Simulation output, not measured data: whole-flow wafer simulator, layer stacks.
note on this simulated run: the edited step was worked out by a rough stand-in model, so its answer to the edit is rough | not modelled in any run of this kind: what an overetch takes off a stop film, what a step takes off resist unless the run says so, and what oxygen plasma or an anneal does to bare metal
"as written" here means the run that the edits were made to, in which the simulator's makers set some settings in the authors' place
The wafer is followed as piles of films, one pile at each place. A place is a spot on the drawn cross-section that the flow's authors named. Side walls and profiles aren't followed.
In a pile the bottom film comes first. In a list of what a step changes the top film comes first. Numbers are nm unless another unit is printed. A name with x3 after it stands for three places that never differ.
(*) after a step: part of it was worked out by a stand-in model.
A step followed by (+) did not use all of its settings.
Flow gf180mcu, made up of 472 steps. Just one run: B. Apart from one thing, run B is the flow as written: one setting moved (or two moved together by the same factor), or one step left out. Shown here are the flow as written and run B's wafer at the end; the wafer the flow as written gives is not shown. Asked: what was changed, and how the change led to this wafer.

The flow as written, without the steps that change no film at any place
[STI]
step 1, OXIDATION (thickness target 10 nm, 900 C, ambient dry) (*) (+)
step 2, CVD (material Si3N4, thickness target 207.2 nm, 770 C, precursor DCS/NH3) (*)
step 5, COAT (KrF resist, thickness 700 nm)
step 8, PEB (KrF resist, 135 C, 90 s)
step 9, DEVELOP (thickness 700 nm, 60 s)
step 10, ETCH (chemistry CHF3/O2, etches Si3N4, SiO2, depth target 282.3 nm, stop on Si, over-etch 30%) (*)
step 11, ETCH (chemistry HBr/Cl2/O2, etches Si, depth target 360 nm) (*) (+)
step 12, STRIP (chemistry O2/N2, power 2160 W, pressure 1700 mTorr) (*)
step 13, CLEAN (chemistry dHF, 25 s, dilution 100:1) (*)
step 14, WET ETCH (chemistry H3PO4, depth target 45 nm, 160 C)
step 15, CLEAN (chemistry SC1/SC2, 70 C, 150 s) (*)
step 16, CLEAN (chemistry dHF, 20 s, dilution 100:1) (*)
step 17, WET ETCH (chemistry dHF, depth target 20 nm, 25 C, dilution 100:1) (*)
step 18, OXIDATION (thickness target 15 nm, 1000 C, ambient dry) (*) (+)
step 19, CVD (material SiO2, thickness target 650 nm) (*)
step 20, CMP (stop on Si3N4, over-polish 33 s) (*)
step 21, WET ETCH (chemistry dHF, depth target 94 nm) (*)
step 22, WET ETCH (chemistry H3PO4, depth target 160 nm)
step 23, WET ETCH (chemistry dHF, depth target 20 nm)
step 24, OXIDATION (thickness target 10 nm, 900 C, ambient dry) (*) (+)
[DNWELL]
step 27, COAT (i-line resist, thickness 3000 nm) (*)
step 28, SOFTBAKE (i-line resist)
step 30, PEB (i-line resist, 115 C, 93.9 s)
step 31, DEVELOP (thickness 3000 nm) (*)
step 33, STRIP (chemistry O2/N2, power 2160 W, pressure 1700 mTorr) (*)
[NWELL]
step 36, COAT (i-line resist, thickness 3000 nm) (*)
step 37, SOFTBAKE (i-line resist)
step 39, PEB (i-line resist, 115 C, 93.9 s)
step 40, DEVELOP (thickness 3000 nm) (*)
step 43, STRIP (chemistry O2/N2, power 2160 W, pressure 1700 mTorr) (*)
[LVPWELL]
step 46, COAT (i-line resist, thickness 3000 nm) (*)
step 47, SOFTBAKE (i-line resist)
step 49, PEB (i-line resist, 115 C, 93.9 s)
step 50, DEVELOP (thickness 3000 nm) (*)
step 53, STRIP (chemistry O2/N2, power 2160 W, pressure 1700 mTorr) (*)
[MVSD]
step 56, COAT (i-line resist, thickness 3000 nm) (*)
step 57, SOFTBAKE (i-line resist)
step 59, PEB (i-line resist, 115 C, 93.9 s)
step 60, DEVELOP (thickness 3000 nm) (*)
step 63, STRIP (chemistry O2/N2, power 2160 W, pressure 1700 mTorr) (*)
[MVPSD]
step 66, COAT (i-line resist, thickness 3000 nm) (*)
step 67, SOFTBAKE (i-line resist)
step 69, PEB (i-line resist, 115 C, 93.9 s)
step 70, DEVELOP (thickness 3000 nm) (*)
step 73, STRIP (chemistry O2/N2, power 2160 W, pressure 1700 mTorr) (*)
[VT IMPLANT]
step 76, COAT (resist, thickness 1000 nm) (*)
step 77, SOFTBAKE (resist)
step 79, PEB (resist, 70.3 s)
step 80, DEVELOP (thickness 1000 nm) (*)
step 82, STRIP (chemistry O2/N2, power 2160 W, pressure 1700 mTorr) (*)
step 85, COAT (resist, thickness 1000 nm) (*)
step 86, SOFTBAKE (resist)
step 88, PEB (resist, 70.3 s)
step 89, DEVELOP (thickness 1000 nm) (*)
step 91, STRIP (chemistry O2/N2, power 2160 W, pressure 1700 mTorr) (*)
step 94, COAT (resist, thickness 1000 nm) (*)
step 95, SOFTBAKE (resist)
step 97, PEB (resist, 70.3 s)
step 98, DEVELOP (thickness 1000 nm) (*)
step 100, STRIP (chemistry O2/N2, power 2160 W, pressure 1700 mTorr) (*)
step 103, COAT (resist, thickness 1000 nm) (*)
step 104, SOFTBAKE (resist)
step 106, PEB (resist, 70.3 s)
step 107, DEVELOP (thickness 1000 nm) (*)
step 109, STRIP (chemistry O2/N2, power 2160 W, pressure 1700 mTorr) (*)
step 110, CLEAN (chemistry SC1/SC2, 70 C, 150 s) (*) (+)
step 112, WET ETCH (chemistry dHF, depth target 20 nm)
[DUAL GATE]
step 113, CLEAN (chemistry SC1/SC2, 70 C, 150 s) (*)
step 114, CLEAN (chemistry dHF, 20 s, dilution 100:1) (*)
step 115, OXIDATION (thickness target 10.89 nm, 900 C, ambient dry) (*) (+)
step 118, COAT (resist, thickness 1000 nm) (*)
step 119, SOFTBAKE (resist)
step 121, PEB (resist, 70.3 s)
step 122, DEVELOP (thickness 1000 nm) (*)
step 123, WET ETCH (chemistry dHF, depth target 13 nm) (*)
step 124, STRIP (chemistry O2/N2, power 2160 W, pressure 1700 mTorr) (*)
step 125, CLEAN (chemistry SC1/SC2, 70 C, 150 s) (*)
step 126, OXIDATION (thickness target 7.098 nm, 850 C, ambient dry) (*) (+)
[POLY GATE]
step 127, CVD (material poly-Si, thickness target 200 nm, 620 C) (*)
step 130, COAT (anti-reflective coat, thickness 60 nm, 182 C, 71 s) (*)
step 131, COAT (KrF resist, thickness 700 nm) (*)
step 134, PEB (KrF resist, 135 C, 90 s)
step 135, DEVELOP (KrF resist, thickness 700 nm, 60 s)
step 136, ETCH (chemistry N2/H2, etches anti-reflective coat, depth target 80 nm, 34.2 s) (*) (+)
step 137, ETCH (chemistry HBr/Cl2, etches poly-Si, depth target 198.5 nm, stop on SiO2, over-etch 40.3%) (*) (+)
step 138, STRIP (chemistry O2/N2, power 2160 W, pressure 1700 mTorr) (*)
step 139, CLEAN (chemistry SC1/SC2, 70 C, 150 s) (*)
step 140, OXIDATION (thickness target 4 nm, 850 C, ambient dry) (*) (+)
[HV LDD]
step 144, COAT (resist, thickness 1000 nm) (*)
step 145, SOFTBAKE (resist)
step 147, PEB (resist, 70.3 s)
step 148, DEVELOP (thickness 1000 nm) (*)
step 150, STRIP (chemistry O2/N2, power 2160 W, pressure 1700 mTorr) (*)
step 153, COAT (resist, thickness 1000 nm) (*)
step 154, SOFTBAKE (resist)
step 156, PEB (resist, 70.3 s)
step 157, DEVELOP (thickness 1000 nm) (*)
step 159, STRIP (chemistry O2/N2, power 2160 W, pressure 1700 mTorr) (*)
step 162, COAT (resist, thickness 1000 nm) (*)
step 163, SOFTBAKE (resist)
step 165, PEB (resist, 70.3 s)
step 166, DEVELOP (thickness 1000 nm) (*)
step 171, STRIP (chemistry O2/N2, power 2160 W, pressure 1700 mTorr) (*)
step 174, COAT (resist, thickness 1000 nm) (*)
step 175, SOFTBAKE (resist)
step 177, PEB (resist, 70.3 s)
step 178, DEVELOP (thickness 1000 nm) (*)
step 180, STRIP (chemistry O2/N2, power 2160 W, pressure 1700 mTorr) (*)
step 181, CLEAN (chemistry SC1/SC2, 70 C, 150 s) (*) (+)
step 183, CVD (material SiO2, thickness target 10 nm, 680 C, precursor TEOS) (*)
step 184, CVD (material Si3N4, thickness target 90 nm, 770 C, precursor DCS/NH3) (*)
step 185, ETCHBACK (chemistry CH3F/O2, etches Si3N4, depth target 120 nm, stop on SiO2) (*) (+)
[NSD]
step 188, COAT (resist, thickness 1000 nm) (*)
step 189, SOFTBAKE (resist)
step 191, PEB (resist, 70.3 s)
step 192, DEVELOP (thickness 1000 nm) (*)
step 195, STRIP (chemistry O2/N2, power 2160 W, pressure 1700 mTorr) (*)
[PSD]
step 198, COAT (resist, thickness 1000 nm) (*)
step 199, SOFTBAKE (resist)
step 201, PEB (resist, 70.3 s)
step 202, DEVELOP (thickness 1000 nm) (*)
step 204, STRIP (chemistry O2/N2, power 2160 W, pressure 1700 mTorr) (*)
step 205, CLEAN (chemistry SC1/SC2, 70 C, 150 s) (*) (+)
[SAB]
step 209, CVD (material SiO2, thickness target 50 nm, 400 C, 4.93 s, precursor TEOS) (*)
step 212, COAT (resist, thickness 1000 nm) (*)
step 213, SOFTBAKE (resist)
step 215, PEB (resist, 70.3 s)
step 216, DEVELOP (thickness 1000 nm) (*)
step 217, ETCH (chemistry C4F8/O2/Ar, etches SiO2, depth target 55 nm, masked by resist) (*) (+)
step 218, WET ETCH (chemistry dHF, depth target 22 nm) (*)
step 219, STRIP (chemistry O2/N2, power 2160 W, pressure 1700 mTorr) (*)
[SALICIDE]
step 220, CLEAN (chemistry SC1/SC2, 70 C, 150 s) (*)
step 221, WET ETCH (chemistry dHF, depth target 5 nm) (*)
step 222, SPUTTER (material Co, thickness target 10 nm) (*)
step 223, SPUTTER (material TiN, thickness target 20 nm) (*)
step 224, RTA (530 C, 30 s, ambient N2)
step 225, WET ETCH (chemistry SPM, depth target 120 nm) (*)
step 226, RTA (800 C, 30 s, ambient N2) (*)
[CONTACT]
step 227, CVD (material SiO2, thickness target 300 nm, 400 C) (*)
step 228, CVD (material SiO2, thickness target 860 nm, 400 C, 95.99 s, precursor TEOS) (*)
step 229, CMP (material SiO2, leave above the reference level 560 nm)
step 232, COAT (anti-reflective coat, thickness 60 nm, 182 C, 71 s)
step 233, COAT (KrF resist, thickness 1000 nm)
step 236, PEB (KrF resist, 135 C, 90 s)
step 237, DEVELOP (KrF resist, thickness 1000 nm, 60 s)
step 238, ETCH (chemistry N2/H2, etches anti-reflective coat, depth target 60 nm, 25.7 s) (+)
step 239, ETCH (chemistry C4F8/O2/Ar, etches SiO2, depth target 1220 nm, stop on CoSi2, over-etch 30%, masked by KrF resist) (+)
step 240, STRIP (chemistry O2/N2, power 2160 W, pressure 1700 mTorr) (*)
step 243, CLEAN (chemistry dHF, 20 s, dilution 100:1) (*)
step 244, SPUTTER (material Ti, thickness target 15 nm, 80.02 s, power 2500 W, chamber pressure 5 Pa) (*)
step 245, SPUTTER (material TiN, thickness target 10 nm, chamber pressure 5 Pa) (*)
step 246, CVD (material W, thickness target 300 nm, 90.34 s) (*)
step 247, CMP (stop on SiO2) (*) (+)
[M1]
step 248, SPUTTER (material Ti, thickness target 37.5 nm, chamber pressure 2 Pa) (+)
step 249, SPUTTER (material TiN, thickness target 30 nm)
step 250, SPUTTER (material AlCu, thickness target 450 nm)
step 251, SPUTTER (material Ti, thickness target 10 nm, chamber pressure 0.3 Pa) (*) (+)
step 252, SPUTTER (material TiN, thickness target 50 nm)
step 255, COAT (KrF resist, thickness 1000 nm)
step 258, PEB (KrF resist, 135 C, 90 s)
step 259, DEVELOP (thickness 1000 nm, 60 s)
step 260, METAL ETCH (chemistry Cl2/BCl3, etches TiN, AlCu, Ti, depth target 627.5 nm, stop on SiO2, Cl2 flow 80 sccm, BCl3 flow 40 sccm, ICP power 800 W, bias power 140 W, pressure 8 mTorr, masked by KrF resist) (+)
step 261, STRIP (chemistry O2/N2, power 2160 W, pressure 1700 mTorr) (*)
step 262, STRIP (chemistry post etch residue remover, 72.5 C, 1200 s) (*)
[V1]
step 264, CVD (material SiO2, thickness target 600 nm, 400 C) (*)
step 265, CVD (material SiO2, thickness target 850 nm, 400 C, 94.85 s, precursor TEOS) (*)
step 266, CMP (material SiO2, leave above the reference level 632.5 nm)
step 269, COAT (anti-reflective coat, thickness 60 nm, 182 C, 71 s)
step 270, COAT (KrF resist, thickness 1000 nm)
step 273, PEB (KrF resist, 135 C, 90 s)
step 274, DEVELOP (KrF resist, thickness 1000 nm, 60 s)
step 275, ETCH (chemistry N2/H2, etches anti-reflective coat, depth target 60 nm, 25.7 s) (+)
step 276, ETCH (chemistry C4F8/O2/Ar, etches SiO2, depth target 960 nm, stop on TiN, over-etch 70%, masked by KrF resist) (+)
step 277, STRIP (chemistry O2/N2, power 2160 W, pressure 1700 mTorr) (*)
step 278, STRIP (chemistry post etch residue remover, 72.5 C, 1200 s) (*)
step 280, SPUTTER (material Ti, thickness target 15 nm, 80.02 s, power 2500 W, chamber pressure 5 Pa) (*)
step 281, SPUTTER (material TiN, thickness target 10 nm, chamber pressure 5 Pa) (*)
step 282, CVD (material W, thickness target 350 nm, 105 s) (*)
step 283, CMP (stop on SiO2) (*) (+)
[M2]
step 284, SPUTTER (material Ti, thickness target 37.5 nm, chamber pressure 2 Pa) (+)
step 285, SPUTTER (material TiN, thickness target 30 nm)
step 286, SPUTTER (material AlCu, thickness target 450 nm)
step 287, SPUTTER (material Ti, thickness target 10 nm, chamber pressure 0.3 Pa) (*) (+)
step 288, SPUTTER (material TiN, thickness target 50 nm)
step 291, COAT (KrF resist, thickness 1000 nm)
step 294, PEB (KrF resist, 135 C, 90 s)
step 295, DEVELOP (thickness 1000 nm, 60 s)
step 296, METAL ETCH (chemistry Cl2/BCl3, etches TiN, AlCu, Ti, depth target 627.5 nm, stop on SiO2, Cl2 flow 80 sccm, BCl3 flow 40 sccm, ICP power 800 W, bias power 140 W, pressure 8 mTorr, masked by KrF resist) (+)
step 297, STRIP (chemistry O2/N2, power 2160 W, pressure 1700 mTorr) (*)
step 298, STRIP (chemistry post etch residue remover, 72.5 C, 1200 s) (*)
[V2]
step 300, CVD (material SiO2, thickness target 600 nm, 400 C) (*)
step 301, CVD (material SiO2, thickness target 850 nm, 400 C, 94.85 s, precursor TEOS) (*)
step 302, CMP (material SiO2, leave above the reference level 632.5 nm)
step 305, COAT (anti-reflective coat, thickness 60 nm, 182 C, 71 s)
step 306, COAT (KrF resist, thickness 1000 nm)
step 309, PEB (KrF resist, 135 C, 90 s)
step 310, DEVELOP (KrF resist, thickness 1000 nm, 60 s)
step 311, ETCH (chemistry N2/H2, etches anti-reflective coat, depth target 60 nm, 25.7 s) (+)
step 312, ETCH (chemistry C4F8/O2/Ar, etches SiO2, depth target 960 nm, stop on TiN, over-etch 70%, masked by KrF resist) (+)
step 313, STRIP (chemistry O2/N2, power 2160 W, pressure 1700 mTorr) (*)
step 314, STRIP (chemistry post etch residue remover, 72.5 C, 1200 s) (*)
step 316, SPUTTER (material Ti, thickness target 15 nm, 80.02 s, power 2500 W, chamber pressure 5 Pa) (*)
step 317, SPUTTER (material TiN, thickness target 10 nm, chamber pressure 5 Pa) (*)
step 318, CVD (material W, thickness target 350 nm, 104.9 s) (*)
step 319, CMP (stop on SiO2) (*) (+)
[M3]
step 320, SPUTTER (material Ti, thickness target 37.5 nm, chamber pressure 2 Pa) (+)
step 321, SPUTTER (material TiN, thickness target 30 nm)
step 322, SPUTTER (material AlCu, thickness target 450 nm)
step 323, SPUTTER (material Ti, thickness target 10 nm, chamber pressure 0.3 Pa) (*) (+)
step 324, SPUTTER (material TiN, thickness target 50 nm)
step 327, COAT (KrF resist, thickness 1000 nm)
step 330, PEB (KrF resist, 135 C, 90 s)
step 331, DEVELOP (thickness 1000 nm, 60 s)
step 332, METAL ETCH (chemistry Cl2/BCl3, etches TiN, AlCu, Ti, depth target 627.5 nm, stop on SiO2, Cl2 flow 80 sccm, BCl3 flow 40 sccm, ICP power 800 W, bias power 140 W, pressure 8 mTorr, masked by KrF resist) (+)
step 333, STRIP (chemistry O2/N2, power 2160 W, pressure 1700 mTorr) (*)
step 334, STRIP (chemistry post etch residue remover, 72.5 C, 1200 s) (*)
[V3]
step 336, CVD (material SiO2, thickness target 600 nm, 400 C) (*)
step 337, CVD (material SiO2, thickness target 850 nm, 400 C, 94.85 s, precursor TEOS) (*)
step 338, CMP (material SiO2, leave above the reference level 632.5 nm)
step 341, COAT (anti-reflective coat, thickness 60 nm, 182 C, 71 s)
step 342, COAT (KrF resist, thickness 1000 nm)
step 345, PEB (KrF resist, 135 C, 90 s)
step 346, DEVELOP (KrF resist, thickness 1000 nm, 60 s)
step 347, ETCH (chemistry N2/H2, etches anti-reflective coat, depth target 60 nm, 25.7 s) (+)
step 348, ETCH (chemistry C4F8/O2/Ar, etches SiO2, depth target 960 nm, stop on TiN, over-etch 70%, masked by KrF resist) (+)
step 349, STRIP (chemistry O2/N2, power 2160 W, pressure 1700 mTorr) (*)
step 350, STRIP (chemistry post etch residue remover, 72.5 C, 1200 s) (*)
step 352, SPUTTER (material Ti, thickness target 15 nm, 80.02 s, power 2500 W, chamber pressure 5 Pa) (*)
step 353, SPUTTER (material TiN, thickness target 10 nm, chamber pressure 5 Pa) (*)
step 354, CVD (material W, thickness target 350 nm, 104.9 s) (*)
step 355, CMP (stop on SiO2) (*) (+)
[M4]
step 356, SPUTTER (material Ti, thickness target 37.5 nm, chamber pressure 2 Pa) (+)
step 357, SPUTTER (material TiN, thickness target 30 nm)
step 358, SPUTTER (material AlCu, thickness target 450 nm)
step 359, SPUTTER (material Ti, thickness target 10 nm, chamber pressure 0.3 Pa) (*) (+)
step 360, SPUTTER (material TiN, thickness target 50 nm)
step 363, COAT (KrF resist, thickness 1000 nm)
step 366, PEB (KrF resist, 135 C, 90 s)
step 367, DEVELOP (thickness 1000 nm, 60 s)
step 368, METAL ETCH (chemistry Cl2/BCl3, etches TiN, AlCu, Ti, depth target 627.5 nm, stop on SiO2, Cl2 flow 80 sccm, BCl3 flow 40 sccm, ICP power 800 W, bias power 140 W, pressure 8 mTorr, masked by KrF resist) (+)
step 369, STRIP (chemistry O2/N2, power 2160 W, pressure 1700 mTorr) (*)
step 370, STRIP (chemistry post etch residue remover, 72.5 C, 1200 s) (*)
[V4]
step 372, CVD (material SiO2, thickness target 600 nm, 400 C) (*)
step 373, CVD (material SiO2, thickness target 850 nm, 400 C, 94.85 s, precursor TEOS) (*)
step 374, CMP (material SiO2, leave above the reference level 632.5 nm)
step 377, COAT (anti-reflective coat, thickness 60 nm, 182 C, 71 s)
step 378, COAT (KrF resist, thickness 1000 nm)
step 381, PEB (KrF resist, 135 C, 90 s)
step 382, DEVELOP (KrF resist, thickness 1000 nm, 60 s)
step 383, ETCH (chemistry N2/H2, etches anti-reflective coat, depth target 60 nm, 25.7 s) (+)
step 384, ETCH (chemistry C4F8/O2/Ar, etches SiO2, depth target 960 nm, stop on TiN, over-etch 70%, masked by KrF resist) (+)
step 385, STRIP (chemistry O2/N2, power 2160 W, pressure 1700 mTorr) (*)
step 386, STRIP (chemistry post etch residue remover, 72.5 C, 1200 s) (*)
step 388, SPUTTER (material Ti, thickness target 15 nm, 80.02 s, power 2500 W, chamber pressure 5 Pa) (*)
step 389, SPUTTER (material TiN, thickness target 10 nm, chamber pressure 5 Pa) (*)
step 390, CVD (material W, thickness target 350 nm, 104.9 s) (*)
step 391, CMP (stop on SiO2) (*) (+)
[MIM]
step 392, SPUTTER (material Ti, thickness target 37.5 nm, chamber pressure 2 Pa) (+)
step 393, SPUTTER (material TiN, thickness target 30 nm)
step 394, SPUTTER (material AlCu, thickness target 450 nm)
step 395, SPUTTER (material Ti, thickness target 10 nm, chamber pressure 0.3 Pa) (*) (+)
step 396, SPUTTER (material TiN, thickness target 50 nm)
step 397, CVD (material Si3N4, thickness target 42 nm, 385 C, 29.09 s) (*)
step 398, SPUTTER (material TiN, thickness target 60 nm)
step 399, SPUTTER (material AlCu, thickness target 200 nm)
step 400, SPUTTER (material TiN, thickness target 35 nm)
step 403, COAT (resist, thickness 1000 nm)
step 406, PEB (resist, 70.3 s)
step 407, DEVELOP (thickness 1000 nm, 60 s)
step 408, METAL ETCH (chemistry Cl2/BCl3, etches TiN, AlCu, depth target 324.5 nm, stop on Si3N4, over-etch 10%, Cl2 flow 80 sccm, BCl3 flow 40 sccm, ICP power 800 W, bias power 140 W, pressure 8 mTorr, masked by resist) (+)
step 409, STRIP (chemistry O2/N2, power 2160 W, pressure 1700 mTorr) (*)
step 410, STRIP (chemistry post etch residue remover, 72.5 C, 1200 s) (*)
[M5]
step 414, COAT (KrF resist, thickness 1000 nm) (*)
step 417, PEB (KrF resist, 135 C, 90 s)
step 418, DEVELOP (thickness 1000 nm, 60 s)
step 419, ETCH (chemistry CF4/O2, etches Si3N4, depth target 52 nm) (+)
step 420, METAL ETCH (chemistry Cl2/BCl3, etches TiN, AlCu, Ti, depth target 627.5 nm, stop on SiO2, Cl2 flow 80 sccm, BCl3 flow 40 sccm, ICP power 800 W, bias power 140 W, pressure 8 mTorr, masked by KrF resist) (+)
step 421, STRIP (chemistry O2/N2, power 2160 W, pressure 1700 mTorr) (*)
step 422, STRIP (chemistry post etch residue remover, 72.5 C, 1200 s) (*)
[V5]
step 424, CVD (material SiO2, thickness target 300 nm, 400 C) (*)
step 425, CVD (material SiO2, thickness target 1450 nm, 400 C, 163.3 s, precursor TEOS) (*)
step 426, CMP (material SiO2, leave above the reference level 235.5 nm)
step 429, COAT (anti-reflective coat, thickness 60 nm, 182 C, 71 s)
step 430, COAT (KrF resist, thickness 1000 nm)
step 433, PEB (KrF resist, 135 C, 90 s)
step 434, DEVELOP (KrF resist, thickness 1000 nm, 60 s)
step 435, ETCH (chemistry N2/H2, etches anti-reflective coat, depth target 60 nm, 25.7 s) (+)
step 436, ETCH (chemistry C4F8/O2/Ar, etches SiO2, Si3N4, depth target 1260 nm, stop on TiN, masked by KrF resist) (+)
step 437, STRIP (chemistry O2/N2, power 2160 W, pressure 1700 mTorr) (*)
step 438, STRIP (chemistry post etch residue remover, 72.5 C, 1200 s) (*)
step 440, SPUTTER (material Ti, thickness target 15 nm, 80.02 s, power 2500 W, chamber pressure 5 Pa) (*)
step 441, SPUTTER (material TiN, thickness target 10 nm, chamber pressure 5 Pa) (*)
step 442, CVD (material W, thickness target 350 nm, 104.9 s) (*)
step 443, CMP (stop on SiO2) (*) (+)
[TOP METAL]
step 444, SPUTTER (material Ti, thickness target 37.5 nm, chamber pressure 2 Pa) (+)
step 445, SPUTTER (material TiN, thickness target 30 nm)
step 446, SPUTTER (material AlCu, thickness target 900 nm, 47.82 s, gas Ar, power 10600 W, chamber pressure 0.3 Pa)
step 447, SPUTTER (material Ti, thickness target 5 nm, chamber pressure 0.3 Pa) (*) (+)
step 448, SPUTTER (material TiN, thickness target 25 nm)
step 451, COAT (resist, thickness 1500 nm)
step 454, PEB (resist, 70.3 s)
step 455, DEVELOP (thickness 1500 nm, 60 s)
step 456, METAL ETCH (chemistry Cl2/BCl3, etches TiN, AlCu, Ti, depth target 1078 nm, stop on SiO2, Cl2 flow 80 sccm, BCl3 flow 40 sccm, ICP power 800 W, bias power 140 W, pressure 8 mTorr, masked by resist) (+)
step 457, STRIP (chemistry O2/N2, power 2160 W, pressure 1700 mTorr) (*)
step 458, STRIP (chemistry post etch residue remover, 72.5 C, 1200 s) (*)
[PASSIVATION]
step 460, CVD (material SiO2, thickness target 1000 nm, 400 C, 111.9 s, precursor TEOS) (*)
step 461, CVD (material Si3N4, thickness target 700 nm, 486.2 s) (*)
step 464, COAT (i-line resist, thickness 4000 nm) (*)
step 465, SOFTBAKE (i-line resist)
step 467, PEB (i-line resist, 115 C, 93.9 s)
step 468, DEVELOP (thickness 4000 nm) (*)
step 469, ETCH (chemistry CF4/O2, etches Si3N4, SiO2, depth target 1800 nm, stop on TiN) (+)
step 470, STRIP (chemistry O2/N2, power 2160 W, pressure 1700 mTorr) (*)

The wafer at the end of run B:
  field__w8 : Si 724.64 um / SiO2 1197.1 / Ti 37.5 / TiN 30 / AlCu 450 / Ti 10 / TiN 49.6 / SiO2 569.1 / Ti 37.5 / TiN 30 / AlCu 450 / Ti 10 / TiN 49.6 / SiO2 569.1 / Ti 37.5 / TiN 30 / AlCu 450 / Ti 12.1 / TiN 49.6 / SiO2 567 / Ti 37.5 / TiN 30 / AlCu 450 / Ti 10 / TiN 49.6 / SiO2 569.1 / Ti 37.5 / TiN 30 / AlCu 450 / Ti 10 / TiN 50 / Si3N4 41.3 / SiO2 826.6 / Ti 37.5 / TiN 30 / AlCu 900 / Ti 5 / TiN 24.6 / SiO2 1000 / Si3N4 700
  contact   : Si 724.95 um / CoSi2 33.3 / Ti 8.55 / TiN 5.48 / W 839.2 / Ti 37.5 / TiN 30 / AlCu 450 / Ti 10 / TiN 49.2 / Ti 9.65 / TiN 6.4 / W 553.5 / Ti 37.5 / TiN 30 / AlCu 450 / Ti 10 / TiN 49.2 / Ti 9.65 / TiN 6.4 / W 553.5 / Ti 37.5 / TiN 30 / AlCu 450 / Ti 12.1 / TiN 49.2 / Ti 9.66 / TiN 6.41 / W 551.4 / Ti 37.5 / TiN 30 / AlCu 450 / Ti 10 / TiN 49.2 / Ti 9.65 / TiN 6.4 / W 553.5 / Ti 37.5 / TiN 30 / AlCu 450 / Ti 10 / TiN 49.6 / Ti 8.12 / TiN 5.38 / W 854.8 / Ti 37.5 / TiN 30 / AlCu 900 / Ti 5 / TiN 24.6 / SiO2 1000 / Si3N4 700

What caused this: step 323, SPUTTER: thickness target 12.1 nm was run, whereas the flow has thickness target 10 nm.
The wafer itself shows it: field__w8 has Ti 12.1, and step 323 as written asks for 10 nm.

Step by step, how the change led to this:
  step 323, SPUTTER (material Ti, thickness target 10 nm, chamber pressure 0.3 Pa) (*) (+)
      field, field__w1, field__w2 and 108 more: Ti gains 12.1 (new film) (it would be, as written: Ti gains 10 (new film))
  step 332, METAL ETCH (chemistry Cl2/BCl3, etches TiN, AlCu, Ti, depth target 627.5 nm, stop on SiO2, Cl2 flow 80 sccm, BCl3 flow 40 sccm, ICP power 800 W, bias power 140 W, pressure 8 mTorr, masked by KrF resist) (+)
      field, field__w1, field__w2 and 103 more: TiN loses 50 (all of it), Ti loses 12.1 (all of it), AlCu loses 450 (all of it), TiN loses 30 (all of it), Ti loses 37.5 (all of it) (it would be, as written: TiN loses 50 (all of it), Ti loses 10 (all of it), AlCu loses 450 (all of it), TiN loses 30 (all of it), Ti loses 37.5 (all of it))
